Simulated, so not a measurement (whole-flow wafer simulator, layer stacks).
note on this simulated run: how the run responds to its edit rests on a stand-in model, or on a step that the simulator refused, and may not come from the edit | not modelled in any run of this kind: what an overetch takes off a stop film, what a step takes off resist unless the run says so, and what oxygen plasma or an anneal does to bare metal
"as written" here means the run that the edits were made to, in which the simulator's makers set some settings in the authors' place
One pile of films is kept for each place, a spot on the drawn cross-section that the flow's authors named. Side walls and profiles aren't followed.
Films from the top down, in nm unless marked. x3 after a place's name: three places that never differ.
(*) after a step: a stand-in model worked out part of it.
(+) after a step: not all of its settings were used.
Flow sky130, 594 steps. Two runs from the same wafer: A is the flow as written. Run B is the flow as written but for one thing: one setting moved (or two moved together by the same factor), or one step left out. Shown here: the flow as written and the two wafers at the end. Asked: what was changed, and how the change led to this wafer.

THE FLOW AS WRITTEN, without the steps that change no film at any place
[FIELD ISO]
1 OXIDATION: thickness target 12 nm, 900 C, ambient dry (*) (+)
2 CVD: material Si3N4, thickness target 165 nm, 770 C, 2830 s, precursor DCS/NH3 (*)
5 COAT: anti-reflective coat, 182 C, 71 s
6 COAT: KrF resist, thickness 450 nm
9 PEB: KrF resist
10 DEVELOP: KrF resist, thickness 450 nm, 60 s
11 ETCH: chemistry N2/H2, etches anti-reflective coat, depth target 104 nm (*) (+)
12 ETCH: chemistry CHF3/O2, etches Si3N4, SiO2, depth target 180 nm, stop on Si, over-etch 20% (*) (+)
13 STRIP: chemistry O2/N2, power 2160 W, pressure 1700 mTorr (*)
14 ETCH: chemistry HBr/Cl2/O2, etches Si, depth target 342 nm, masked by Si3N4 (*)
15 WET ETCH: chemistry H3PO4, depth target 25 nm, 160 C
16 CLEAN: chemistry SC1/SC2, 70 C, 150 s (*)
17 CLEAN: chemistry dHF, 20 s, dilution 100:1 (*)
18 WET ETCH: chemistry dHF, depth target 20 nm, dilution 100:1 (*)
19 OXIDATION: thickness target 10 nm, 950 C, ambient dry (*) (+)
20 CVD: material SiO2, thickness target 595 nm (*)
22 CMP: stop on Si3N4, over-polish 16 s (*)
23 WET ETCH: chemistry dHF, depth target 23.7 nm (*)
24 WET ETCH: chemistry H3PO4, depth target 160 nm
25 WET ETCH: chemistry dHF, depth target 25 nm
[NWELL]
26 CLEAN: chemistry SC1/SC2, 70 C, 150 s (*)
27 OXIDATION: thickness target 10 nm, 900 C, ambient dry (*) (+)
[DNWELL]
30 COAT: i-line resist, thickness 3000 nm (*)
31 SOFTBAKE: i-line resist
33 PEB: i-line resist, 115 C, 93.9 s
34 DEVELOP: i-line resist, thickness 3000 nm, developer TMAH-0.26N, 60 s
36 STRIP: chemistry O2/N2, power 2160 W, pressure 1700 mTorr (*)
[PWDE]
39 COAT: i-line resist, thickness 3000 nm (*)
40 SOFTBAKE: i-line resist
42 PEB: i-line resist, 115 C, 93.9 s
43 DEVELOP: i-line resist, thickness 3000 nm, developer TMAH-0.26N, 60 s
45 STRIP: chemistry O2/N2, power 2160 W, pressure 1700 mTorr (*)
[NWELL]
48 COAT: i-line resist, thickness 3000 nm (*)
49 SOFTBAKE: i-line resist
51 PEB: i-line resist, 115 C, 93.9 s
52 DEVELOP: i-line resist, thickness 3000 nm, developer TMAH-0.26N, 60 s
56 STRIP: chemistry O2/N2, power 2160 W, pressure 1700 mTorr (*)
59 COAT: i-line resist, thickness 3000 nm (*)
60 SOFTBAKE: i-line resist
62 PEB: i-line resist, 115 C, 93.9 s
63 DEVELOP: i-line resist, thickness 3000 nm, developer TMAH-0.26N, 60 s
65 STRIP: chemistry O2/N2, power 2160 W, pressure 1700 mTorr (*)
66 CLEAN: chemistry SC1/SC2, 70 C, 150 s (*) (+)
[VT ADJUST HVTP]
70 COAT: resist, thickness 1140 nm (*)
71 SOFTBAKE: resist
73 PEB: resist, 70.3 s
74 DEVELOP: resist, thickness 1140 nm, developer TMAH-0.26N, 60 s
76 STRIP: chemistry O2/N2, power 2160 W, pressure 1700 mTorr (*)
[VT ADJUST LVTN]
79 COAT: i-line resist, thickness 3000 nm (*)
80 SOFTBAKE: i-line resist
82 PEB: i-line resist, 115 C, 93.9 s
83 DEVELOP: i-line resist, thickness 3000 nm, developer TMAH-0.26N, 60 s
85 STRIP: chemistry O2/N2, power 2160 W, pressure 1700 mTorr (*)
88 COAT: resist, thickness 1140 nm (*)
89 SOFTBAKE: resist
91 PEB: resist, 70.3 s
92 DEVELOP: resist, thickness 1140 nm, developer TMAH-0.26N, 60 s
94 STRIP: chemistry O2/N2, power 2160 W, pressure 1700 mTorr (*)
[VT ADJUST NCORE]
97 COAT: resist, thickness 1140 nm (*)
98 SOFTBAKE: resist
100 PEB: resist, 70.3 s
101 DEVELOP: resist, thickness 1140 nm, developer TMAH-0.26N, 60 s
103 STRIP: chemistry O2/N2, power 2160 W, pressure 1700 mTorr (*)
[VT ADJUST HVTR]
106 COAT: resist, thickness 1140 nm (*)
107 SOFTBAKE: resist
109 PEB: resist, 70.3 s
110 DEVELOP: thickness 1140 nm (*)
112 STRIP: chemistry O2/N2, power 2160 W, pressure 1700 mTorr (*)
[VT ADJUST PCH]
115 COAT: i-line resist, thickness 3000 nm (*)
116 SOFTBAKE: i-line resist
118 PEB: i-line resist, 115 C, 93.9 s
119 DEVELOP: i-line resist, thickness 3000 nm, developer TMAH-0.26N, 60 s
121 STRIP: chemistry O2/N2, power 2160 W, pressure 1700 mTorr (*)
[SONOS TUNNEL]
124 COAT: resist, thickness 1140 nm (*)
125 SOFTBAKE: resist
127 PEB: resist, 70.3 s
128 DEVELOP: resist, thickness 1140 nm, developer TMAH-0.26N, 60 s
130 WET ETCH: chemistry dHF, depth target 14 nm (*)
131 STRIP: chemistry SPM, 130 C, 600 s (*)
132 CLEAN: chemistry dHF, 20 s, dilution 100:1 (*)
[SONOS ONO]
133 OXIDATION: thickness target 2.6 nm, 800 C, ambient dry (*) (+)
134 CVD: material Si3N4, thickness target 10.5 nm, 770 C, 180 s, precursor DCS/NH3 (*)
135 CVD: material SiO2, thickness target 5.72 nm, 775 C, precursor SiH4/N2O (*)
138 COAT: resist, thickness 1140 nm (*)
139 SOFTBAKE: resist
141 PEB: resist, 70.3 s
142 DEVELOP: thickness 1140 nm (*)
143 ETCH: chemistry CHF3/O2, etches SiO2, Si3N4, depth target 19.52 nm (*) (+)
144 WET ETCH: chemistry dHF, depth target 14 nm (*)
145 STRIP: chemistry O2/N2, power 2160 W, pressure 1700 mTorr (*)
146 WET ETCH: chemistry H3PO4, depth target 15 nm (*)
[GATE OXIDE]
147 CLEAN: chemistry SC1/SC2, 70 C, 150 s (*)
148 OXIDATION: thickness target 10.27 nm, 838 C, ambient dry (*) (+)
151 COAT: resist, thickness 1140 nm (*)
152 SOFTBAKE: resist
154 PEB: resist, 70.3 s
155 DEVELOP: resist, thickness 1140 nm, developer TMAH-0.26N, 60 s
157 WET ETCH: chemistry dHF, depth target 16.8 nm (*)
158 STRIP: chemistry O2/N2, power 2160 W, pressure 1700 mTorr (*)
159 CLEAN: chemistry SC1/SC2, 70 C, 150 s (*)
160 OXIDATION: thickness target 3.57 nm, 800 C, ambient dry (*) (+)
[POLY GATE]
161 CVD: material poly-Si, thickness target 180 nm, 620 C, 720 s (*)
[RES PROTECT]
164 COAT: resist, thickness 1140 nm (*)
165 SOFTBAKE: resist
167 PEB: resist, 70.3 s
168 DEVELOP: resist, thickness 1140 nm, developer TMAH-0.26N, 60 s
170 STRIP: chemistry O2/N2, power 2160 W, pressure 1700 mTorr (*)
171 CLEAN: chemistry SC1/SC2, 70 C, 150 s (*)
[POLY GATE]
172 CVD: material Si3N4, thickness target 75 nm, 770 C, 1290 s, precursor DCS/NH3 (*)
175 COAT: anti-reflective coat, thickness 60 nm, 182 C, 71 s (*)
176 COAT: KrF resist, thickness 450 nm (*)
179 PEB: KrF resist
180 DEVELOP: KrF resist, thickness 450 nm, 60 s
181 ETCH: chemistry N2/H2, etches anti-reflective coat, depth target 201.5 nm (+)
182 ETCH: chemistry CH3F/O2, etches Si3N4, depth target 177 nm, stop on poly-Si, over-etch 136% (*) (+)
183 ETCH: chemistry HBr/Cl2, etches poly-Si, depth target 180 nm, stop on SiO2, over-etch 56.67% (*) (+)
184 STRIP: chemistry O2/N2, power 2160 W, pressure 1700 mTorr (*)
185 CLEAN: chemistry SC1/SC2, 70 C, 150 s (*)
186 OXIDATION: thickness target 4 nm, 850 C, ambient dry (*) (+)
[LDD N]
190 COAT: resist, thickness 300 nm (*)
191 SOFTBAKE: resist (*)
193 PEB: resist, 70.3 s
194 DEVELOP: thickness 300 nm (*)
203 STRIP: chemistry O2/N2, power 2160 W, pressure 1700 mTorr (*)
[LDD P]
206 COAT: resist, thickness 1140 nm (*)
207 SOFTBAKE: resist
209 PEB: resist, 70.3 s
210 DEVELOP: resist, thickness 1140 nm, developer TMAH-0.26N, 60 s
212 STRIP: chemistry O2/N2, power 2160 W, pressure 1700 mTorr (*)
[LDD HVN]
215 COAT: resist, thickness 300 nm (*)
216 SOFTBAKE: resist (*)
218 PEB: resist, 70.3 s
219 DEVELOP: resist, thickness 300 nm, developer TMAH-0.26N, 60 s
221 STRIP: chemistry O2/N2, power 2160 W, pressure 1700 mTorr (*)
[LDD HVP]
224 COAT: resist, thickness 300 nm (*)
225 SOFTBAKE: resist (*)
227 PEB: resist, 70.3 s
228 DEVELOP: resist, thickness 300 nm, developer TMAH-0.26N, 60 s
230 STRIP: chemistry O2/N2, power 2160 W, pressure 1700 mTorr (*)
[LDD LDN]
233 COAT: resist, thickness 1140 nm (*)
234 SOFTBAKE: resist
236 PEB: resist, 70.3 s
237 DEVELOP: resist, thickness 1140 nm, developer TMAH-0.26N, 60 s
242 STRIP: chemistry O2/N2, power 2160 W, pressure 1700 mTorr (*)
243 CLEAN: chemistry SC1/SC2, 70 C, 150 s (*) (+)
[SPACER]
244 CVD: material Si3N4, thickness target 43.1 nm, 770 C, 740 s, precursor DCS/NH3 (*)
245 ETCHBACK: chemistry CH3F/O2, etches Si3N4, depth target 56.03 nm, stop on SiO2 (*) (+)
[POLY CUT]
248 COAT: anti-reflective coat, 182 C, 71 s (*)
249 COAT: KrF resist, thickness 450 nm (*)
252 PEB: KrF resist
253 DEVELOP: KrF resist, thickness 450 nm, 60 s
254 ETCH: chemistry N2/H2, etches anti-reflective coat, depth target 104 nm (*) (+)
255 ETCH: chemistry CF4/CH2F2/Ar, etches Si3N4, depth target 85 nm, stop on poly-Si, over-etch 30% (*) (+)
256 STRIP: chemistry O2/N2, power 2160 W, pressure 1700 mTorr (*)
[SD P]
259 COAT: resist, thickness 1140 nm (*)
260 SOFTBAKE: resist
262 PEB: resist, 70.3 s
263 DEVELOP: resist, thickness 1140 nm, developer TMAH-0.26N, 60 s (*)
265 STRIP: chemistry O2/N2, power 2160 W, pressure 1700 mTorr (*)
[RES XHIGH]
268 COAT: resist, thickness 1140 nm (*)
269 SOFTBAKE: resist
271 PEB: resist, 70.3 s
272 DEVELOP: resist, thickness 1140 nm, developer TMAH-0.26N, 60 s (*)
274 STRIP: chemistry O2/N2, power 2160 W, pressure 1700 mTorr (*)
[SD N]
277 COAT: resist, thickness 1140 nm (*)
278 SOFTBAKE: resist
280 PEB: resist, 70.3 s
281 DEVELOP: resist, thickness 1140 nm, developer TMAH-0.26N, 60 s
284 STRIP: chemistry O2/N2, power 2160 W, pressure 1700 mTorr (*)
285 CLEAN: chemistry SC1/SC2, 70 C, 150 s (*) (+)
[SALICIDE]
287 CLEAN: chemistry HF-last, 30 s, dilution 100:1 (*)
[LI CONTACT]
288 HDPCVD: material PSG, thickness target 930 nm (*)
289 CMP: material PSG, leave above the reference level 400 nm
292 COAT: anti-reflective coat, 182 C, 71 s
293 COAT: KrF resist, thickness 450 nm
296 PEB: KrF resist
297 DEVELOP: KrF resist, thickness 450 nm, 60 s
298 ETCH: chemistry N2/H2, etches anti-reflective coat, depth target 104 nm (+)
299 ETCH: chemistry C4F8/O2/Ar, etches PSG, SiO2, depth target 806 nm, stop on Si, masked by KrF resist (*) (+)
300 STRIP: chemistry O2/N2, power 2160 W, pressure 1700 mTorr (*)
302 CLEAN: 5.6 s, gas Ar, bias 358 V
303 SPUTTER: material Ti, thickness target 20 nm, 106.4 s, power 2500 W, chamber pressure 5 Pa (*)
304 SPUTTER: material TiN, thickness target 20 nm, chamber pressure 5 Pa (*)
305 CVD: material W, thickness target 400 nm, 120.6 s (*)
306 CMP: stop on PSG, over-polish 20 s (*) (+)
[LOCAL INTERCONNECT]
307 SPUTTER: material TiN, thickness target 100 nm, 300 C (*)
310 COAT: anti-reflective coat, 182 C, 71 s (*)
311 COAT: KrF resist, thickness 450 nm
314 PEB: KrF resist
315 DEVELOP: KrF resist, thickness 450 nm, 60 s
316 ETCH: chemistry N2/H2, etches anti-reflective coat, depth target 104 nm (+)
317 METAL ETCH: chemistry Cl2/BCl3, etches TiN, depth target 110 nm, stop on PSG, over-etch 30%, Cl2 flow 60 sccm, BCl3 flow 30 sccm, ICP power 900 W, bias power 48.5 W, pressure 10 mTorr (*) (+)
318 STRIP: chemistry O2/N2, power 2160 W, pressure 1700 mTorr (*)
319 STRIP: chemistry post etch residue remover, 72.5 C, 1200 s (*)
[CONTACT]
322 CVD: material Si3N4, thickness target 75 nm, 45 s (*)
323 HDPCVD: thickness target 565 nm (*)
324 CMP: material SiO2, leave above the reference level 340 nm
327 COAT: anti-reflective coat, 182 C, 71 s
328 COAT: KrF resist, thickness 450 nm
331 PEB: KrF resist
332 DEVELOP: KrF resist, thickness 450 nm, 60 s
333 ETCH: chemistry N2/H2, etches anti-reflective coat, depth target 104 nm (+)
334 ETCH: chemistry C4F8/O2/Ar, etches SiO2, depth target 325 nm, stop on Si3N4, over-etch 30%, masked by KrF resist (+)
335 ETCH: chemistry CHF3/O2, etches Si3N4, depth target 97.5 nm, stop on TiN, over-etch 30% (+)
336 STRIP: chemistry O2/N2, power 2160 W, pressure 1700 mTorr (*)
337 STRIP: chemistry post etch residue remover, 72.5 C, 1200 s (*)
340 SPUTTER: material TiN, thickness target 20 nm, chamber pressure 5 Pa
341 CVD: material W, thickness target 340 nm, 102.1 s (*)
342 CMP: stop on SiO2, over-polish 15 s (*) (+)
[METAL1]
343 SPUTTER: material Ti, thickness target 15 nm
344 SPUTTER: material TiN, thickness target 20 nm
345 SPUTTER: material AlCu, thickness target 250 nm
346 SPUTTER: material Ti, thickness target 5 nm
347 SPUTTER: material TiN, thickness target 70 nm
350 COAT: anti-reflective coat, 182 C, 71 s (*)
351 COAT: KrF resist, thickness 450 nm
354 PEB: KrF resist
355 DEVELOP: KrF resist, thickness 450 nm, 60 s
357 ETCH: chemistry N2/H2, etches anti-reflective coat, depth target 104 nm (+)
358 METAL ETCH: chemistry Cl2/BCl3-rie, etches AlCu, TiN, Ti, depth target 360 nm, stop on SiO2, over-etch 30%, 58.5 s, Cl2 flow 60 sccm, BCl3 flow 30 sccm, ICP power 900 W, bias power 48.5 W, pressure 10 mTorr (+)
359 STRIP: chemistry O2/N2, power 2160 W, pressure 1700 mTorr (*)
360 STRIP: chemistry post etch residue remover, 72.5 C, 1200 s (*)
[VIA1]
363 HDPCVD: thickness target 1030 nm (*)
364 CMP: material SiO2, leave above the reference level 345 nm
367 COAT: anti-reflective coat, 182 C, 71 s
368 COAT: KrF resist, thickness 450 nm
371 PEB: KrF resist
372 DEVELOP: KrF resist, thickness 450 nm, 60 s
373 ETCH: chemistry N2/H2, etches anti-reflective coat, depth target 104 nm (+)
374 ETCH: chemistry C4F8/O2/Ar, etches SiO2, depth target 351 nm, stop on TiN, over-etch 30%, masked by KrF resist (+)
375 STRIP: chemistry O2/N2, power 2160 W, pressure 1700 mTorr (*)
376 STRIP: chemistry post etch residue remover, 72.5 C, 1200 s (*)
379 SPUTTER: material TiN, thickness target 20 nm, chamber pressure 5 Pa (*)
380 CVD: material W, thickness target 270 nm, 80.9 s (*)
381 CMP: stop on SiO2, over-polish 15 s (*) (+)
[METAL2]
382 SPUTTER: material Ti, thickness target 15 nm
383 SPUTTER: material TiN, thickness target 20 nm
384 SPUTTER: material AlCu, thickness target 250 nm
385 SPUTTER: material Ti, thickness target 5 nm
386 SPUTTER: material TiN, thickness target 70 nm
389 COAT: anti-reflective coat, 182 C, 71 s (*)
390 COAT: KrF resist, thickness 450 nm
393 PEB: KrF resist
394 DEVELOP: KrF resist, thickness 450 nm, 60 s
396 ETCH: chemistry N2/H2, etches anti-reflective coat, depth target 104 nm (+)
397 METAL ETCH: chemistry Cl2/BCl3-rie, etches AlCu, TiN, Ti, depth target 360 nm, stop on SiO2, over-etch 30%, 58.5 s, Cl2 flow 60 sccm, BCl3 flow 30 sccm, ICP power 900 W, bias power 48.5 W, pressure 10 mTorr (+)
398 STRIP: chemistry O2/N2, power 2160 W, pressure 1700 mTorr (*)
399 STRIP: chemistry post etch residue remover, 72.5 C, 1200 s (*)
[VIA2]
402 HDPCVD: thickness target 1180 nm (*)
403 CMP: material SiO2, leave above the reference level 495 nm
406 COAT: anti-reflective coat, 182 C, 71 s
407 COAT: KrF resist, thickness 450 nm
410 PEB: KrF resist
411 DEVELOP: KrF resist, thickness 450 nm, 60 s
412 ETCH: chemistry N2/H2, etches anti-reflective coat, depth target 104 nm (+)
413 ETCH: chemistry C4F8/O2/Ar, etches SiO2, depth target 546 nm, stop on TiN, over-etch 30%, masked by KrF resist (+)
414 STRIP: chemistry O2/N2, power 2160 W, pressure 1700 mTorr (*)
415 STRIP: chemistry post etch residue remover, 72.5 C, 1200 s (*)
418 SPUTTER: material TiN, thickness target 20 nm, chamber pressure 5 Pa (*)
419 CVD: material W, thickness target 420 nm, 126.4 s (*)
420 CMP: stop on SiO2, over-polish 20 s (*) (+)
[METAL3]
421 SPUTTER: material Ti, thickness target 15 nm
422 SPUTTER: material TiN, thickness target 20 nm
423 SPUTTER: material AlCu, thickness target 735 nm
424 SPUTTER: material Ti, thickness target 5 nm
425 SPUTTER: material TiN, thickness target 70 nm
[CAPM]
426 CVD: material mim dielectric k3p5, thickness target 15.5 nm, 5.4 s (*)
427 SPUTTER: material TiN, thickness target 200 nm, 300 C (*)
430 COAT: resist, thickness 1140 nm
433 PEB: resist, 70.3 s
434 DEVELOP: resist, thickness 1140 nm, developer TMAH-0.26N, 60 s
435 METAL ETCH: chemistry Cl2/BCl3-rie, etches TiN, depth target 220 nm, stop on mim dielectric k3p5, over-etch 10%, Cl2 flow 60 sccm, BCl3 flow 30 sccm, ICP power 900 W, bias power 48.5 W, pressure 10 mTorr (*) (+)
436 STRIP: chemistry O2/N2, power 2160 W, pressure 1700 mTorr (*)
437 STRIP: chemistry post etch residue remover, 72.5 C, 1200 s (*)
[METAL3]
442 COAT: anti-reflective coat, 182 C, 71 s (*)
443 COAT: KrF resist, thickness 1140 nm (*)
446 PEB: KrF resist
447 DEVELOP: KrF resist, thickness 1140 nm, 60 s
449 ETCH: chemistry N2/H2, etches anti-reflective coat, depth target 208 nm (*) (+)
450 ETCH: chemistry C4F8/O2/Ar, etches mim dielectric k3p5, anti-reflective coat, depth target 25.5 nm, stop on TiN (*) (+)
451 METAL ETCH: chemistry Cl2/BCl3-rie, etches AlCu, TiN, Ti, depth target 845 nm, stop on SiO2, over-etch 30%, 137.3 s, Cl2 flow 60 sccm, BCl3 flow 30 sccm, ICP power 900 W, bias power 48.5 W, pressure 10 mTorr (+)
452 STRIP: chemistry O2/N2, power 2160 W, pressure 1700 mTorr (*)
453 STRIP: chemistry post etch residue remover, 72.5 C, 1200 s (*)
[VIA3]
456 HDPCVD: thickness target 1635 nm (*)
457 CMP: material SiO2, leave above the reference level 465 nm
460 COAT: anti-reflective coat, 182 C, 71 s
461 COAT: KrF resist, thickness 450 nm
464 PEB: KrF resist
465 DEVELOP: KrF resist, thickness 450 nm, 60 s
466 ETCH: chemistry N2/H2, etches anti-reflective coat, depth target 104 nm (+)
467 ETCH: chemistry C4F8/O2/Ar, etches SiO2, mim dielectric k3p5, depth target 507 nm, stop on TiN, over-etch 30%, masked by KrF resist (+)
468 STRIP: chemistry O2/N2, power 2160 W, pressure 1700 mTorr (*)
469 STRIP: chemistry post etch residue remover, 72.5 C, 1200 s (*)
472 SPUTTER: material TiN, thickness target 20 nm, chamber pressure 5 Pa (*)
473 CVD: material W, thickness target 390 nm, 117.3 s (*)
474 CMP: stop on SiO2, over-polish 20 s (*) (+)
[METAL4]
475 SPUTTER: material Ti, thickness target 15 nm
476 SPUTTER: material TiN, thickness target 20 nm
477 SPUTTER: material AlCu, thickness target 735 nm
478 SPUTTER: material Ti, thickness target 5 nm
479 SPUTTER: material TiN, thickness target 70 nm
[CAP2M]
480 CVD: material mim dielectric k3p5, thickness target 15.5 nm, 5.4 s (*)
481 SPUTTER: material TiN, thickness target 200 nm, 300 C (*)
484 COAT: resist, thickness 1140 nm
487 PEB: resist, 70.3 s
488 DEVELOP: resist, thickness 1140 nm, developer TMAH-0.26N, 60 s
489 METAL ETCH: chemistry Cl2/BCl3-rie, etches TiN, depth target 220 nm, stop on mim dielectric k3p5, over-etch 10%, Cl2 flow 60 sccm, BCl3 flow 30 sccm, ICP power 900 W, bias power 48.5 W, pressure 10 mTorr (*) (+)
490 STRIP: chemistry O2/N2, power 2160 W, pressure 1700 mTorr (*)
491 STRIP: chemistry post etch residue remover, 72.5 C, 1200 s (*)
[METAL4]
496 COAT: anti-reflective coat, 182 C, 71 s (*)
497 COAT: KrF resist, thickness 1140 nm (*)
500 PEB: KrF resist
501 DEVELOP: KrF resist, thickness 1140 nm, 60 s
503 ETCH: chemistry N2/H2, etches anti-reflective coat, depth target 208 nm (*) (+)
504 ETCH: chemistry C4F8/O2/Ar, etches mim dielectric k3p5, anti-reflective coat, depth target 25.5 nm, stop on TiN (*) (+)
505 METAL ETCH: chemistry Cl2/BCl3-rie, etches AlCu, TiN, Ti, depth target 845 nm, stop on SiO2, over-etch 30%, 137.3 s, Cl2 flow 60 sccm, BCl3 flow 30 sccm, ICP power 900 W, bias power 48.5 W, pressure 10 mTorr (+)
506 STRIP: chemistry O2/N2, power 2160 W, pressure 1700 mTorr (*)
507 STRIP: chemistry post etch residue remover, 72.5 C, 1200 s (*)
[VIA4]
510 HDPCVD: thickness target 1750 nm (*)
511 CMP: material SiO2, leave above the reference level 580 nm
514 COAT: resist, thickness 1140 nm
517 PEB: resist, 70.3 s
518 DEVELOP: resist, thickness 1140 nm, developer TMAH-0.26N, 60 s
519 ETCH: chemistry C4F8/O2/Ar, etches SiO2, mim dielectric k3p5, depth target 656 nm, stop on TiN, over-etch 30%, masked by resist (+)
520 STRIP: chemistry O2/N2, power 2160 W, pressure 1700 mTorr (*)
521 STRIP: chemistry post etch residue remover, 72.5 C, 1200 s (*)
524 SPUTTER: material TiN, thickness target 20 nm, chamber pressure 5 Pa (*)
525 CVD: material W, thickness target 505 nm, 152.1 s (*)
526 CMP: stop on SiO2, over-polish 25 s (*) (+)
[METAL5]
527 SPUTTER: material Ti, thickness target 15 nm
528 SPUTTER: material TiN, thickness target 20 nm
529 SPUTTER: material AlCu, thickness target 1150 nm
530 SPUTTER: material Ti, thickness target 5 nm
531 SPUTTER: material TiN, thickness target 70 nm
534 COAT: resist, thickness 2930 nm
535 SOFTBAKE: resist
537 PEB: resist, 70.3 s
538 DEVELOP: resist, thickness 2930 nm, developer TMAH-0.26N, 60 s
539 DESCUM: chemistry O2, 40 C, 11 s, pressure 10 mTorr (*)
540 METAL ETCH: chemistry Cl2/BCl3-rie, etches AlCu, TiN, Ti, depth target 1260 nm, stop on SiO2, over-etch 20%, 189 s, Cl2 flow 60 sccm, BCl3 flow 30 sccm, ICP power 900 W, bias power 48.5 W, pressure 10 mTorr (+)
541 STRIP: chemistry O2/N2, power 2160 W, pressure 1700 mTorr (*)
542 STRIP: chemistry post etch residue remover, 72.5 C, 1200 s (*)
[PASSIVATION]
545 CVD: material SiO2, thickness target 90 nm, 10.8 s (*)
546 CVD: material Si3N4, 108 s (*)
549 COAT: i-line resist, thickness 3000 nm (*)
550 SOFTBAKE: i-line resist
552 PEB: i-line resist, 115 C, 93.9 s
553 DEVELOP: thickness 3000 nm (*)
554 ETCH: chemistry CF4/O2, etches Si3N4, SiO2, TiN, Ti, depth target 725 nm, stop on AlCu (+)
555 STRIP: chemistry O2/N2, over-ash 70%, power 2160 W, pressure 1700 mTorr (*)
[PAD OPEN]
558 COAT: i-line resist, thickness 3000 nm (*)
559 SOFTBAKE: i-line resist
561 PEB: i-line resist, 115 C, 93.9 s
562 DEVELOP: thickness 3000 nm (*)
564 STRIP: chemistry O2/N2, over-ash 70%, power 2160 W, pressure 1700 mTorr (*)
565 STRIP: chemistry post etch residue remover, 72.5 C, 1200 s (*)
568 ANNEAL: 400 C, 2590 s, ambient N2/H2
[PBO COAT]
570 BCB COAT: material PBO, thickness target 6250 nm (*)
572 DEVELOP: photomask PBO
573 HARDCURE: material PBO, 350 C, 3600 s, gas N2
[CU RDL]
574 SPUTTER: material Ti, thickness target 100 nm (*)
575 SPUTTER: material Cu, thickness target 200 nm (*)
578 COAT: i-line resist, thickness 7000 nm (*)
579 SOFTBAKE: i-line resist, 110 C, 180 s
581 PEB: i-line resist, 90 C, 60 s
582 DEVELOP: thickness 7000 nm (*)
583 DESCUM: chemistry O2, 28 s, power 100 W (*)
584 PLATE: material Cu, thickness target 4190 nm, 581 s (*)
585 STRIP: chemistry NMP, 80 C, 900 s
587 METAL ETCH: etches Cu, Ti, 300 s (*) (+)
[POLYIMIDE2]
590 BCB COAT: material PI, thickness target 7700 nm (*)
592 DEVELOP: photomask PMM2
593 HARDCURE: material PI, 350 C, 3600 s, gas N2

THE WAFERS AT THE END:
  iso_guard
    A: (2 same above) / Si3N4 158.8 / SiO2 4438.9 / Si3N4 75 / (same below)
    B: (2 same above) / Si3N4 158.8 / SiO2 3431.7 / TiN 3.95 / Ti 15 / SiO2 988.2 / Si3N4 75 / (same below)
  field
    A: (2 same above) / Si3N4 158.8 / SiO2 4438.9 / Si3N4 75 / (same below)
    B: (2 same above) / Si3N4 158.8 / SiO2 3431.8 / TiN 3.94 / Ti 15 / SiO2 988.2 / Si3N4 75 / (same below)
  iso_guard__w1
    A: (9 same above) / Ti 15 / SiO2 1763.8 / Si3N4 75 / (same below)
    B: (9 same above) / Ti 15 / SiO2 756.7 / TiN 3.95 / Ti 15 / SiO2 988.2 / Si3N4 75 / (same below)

The cause: step 397, METAL ETCH: depth target 261 nm was run, where the flow has depth target 360 nm; step 397, METAL ETCH: 42.4 s was run, where the flow has 58.5 s.

How the change led to this, step by step:
  397 METAL ETCH: chemistry Cl2/BCl3-rie, etches AlCu, TiN, Ti, depth target 360 nm, stop on SiO2, over-etch 30%, 58.5 s, Cl2 flow 60 sccm, BCl3 flow 30 sccm, ICP power 900 W, bias power 48.5 W, pressure 10 mTorr (+)
      field, active, gate and 82 more: A TiN -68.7 (all of it), Ti -5 (all of it), AlCu -250 (all of it), TiN -20 (all of it), Ti -15 (all of it), SiO2 -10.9 | B TiN -68.7 (all of it), Ti -5 (all of it), AlCu -250 (all of it), TiN -15.6
      gate_hv, m1, mim and 88 more: A KrF resist -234 | B KrF resist -169.7
      (and at 15 more places)
  398 STRIP: chemistry O2/N2, power 2160 W, pressure 1700 mTorr (*)
      gate_hv, mim, dice_street and 96 more: A KrF resist -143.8 (all of it), anti-reflective coat -80 (all of it) | B KrF resist -208.2 (all of it), anti-reflective coat -80 (all of it)
      n_well, p_well, sd_n, sd_p, pad: A KrF resist -143.8 (all of it), anti-reflective coat -80 (all of it) | B KrF resist -208.1 (all of it), anti-reflective coat -80 (all of it)
      (and at 2 more places)
  402 HDPCVD: thickness target 1180 nm (*)
      field, active, gate and 82 more: A SiO2 +1180 | B SiO2 +1180 (new film)
  403 CMP: material SiO2, leave above the reference level 495 nm
      field, active, gate and 82 more: A SiO2 -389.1 | B SiO2 -418.9
Counting metal films that touch as one body, iso_guard has 1 body; the flow as written gives 0 bodies.
Counting metal films that touch as one body, field has 1 body; the flow as written gives 0 bodies.
Counting metal films that touch as one body, iso_guard__w1 has 2 bodies (between them, from the top down: SiO2 756.7); the flow as written gives 1 body.
